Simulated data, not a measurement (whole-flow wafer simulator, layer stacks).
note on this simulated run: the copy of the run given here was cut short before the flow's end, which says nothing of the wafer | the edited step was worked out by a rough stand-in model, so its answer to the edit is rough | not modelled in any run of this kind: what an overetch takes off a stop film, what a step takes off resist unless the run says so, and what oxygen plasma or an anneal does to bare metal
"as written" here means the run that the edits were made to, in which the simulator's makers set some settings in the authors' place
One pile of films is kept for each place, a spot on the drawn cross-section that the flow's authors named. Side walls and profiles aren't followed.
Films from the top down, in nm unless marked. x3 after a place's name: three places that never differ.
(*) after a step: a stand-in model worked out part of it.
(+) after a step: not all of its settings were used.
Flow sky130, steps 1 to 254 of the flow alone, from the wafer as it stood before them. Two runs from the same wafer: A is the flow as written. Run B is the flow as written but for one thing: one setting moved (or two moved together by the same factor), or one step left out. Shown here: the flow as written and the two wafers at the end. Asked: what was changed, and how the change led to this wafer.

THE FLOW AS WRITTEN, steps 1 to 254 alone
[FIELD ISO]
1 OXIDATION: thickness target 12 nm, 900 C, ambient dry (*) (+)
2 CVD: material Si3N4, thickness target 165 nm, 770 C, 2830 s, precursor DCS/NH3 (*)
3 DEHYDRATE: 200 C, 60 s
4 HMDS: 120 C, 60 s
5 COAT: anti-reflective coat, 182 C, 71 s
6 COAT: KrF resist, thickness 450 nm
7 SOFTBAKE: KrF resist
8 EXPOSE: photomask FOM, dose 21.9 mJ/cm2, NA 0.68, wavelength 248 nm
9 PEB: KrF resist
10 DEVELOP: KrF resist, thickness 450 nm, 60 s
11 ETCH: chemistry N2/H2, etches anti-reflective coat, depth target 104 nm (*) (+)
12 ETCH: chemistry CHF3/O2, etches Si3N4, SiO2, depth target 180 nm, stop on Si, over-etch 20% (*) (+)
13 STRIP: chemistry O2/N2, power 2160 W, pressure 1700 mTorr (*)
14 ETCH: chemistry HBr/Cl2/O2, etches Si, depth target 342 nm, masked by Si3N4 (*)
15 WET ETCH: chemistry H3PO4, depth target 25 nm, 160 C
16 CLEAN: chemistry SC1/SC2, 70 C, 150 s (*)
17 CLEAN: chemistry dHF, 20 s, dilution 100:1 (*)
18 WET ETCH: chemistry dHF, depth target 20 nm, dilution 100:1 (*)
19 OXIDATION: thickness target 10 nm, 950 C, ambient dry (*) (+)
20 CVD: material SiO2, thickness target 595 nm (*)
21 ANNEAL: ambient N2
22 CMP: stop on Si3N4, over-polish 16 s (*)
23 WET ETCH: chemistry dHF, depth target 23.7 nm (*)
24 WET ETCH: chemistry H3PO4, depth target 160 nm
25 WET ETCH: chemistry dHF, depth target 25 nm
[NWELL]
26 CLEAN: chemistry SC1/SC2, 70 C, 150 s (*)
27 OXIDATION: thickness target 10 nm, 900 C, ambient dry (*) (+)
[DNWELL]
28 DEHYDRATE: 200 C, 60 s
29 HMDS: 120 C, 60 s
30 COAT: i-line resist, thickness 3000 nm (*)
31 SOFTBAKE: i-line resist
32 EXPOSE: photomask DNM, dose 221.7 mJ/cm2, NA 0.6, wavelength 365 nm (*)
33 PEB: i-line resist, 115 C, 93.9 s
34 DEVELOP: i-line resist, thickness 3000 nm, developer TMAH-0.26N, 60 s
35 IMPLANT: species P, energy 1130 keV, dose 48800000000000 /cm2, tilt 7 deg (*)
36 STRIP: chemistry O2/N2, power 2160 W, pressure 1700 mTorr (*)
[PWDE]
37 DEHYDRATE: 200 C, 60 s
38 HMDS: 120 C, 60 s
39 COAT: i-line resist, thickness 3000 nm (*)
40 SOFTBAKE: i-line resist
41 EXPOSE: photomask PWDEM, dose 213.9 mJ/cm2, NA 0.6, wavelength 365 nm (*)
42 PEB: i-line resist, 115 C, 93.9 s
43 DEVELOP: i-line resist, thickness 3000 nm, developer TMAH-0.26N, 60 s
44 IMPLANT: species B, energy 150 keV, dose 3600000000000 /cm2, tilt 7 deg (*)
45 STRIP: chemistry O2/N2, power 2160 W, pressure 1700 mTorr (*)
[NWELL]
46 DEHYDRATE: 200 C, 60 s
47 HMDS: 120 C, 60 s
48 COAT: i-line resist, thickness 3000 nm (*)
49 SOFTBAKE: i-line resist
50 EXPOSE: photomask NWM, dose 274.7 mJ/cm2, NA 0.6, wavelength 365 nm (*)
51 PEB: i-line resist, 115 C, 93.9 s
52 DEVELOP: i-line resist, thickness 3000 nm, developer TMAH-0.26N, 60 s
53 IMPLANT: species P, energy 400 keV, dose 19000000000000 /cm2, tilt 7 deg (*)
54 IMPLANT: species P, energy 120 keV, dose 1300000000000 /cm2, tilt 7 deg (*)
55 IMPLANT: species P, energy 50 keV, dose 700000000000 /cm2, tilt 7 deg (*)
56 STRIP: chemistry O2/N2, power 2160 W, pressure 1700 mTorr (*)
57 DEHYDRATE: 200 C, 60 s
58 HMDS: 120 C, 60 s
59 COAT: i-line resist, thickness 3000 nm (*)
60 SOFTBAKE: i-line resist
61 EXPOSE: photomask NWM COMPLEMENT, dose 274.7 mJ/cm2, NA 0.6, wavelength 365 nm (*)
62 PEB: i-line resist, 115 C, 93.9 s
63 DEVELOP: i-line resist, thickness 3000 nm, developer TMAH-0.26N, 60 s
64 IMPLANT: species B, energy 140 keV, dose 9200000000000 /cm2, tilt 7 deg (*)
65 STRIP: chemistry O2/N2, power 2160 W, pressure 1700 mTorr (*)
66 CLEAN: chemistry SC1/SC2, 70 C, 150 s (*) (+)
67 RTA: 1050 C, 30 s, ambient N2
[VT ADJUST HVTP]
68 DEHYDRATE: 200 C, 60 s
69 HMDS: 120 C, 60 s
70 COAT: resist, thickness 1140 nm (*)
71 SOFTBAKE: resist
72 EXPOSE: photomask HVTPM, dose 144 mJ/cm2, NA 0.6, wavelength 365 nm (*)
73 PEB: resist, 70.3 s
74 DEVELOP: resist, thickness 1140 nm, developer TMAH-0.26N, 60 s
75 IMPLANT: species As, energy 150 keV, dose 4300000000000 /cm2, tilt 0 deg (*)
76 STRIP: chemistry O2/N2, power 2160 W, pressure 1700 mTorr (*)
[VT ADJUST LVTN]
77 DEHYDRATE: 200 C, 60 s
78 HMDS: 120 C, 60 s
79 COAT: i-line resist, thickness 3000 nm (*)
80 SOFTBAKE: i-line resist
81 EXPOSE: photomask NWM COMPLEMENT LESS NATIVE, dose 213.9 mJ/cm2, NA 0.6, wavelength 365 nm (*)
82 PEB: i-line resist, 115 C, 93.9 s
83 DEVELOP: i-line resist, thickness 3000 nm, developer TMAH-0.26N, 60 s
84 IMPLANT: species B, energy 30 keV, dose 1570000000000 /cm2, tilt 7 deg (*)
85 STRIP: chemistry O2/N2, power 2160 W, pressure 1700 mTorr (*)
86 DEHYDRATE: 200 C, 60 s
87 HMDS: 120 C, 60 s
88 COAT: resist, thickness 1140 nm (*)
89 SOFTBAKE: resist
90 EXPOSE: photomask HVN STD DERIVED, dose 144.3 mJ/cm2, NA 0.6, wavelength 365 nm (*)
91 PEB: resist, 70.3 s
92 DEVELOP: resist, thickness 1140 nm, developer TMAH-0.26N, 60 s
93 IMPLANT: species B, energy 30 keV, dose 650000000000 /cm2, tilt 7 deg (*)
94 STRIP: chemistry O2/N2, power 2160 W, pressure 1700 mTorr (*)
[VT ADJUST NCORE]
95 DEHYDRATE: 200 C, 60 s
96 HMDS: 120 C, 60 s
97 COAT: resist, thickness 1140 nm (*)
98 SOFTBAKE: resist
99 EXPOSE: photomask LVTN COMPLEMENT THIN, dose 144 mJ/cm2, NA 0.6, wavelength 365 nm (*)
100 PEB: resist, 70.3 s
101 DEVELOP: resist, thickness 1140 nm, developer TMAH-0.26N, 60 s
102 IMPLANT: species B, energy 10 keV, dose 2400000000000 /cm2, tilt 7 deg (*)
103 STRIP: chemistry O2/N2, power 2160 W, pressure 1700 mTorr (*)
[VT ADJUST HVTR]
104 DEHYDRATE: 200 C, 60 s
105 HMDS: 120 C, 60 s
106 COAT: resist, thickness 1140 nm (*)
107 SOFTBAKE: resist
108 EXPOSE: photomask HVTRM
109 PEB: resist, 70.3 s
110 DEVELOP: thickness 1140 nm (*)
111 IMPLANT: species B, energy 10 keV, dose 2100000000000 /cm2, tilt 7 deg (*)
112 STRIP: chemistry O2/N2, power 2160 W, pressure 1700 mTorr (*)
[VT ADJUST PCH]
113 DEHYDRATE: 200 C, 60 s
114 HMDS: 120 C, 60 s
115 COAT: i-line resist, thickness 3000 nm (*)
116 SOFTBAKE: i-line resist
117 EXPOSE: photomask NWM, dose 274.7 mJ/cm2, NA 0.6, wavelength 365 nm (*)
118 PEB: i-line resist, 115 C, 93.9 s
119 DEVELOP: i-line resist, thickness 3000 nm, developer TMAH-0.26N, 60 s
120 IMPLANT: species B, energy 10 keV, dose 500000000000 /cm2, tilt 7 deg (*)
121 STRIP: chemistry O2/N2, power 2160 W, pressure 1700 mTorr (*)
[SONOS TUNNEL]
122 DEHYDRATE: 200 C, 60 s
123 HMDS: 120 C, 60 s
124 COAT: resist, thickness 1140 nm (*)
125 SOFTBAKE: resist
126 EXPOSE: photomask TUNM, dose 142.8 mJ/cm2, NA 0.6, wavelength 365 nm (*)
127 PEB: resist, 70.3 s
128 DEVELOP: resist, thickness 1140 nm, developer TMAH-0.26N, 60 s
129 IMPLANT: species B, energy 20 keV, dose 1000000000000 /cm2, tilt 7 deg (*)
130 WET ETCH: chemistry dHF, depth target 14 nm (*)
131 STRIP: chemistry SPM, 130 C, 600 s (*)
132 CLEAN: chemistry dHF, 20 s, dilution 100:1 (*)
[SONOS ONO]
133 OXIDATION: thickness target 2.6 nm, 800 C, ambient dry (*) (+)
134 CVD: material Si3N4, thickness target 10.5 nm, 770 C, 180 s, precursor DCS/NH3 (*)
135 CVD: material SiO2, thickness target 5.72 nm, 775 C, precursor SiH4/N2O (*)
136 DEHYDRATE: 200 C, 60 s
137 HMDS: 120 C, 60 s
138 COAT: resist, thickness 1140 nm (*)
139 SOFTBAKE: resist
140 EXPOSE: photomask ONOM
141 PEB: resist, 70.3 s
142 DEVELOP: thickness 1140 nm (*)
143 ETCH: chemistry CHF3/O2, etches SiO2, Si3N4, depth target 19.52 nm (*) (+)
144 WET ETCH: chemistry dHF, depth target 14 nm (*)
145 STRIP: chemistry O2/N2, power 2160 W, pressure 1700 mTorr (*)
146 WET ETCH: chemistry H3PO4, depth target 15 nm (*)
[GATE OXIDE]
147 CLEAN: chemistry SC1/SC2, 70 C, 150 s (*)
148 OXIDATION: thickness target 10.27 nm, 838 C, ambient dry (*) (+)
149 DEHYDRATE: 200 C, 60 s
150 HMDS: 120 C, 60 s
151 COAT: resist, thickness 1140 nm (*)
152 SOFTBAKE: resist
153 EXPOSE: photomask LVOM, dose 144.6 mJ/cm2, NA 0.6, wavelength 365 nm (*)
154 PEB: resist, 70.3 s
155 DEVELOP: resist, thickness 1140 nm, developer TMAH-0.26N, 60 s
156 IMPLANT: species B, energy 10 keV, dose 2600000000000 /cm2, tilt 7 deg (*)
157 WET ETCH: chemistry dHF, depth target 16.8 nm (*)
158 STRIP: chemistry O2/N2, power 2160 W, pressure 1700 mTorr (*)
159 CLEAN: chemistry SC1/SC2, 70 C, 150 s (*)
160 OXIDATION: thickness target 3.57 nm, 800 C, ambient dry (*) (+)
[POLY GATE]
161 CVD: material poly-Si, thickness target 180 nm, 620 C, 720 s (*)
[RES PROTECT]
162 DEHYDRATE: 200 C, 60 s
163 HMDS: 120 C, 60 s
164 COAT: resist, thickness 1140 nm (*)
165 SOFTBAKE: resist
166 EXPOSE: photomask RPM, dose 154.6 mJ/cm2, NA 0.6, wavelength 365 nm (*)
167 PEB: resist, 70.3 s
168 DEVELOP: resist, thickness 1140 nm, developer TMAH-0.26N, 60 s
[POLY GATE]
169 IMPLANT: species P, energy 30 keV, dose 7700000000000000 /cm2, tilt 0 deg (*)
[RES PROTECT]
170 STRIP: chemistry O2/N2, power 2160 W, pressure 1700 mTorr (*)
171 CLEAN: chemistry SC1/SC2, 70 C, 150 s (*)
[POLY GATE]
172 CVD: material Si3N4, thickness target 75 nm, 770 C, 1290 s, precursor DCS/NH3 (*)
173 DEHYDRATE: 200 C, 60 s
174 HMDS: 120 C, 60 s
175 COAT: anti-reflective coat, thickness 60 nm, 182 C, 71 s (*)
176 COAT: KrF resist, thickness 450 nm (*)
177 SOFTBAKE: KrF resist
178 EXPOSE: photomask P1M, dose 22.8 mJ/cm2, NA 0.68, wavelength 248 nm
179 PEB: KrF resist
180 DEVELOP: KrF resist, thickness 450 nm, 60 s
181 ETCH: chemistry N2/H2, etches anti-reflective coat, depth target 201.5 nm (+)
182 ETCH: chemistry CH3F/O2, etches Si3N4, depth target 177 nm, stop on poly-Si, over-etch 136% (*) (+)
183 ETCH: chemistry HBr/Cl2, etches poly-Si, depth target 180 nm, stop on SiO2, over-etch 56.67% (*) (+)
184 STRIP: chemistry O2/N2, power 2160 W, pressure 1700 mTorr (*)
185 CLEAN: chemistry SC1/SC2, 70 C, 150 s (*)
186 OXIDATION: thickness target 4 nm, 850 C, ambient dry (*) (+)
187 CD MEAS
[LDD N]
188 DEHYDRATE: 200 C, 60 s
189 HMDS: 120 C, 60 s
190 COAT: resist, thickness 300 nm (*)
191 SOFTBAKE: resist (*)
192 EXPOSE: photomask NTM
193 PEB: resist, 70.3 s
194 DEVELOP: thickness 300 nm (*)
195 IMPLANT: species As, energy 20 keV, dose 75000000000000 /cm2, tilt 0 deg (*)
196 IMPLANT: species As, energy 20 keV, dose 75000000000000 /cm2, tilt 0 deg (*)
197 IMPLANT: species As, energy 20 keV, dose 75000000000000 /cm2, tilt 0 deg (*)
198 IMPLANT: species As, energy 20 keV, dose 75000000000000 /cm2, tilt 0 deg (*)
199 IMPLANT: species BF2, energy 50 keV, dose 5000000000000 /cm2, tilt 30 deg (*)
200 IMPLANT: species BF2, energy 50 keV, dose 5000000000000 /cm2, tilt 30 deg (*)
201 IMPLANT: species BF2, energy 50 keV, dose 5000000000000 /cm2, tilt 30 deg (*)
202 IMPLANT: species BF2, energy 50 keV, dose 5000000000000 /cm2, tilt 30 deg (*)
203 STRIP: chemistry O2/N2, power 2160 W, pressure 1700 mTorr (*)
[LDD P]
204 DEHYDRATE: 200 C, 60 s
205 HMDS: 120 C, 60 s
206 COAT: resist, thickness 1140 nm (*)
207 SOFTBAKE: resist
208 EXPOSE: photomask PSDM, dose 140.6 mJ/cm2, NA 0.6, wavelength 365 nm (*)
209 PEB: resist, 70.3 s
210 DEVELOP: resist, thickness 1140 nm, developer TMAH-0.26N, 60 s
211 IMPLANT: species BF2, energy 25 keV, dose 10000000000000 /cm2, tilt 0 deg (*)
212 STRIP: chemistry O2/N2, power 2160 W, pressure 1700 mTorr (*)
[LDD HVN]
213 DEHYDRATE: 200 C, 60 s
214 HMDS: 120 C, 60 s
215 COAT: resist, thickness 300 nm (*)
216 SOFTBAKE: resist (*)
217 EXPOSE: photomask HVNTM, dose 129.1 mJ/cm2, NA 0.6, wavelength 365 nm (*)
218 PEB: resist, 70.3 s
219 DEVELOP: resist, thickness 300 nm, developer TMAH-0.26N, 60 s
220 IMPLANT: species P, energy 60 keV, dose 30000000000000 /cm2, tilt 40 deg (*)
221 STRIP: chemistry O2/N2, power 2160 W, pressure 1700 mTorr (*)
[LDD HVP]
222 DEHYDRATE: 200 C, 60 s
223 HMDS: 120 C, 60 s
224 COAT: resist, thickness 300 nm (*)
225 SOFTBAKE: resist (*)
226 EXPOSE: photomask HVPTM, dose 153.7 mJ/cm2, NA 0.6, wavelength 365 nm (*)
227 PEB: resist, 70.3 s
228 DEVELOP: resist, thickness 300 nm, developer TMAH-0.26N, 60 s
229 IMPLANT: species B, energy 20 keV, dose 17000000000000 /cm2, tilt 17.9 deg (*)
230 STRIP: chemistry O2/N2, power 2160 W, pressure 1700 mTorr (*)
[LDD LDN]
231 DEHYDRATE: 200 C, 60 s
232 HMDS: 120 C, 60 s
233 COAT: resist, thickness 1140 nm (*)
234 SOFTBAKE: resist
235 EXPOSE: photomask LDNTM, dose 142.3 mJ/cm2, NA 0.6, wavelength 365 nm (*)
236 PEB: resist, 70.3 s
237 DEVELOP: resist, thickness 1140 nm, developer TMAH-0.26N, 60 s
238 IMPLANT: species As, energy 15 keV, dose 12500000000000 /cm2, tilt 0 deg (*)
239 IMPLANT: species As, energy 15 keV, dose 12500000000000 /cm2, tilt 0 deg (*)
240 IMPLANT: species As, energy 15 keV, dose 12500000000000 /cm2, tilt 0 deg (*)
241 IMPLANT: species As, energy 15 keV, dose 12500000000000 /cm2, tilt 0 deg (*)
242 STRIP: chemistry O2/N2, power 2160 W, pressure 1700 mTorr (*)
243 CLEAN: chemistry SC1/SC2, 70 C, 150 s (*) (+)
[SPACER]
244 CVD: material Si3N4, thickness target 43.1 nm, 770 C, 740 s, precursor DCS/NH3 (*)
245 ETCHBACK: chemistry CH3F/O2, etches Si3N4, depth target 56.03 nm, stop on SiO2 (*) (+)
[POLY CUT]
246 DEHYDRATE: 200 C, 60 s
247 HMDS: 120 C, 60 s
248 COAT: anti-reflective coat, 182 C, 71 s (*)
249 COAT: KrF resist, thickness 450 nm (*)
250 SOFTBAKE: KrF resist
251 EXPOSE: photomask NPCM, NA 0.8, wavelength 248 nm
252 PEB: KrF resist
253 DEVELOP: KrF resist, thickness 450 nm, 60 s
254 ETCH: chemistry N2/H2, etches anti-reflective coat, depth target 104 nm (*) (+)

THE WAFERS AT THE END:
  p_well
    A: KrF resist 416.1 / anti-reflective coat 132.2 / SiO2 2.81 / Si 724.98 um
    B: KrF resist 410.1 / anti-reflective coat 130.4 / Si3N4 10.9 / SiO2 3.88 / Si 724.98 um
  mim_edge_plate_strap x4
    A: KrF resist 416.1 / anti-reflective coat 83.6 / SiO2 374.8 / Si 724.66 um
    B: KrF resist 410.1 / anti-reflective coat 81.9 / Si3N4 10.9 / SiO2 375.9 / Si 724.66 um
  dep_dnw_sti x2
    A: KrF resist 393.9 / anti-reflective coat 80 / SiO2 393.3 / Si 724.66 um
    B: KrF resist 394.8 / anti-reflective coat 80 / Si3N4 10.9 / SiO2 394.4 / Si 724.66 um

The cause: step 245, ETCHBACK: depth target 32.22 nm was run, where the flow has depth target 56.03 nm.

How the change led to this, step by step:
  245 ETCHBACK: chemistry CH3F/O2, etches Si3N4, depth target 56.03 nm, stop on SiO2 (*) (+)
      field, active, p_well and 101 more: A Si3N4 -43.1 (all of it), SiO2 -1.08 | B Si3N4 -32.2
      n_well, gate, gate_hv and 74 more: A Si3N4 -56 | B Si3N4 -32.2
  248 COAT: anti-reflective coat, 182 C, 71 s (*)
      mim_edge_plate_strap x4: A anti-reflective coat +83.6 (new film) | B anti-reflective coat +81.9 (new film)
      poly_licon, rpo_hd_licon: A anti-reflective coat +74 (new film) | B anti-reflective coat +72.3 (new film)
      (and at 87 more places)
  249 COAT: KrF resist, thickness 450 nm (*)
      poly_licon, rpo_hd_licon: A KrF resist +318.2 (new film) | B KrF resist +307.7 (new film)
      n_well: A KrF resist +358.7 (new film) | B KrF resist +338.2 (new film)
      (and at 39 more places)
  253 DEVELOP: KrF resist, thickness 450 nm, 60 s
      poly_licon, rpo_hd_licon: A KrF resist -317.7 (all of it) | B KrF resist -307.2 (all of it)
      rpo_hd: A KrF resist -334.5 (all of it) | B KrF resist -322.4 (all of it)
      (and at 2 more places)
  254 ETCH: chemistry N2/H2, etches anti-reflective coat, depth target 104 nm (*) (+)
      field, active, n_well and 180 more: A KrF resist -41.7 | B KrF resist -40.8
      poly_licon, rpo_hd_licon: A anti-reflective coat -74 (all of it) | B anti-reflective coat -72.3 (all of it)
      (and at 2 more places)
